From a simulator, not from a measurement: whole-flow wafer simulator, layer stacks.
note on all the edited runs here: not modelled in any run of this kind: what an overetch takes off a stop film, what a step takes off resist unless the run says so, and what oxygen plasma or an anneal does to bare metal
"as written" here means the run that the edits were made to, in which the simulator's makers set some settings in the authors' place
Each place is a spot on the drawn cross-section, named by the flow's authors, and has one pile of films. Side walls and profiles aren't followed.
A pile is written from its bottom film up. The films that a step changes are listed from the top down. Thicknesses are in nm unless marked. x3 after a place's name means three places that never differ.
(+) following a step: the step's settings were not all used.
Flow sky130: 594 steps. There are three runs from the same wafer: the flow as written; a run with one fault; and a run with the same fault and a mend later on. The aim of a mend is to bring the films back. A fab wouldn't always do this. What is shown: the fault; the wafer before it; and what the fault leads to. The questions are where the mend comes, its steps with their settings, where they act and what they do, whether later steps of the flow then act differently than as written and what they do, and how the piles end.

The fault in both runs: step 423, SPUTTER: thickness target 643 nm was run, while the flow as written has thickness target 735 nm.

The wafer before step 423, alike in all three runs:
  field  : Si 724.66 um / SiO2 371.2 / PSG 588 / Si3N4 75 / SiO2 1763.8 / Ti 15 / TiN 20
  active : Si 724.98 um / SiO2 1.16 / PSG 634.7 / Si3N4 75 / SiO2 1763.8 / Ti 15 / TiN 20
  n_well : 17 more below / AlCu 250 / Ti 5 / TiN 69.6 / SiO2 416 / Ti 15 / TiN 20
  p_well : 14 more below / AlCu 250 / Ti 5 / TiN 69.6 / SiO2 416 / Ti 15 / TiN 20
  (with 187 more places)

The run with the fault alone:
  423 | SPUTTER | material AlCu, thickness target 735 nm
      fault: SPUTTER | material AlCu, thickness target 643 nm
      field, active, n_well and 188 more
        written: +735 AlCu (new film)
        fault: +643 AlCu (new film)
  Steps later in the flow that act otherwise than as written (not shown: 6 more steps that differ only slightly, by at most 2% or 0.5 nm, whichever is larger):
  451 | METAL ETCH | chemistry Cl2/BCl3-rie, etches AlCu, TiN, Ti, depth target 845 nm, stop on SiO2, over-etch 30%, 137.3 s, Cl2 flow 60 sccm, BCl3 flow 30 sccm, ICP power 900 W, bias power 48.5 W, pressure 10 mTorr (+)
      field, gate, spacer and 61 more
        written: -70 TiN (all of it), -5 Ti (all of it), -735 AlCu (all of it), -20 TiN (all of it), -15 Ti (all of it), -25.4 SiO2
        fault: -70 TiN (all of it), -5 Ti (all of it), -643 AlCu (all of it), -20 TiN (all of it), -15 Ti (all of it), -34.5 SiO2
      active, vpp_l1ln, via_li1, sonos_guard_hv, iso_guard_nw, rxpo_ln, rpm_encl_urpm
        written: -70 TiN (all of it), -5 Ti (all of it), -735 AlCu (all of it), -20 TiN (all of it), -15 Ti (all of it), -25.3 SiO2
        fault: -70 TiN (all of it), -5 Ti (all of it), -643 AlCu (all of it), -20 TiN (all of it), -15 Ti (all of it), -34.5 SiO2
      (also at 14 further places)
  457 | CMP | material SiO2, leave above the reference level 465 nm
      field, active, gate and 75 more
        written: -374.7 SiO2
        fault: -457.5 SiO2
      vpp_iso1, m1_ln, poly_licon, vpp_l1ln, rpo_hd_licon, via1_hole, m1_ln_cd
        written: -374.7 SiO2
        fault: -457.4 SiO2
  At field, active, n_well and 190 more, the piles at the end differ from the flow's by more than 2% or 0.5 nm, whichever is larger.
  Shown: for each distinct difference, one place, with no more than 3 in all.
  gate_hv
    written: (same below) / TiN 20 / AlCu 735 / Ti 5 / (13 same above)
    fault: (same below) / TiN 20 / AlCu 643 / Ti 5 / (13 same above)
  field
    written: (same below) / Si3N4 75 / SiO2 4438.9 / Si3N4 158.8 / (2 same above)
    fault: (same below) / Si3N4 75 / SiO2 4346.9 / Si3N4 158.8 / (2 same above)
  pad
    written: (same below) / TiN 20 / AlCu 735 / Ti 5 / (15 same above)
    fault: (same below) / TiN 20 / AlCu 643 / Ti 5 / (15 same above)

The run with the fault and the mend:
  After step 423 comes the mend.
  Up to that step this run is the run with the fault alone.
  423a | SPUTTER | material AlCu, thickness target 92 nm (the flow's step 423, run once more with other settings)
      field, active, n_well and 188 more
        +92 AlCu
  None of the later steps of the flow acts differently than as written at any place that is followed.
  At every place that both follow, the piles at the end match the flow's.
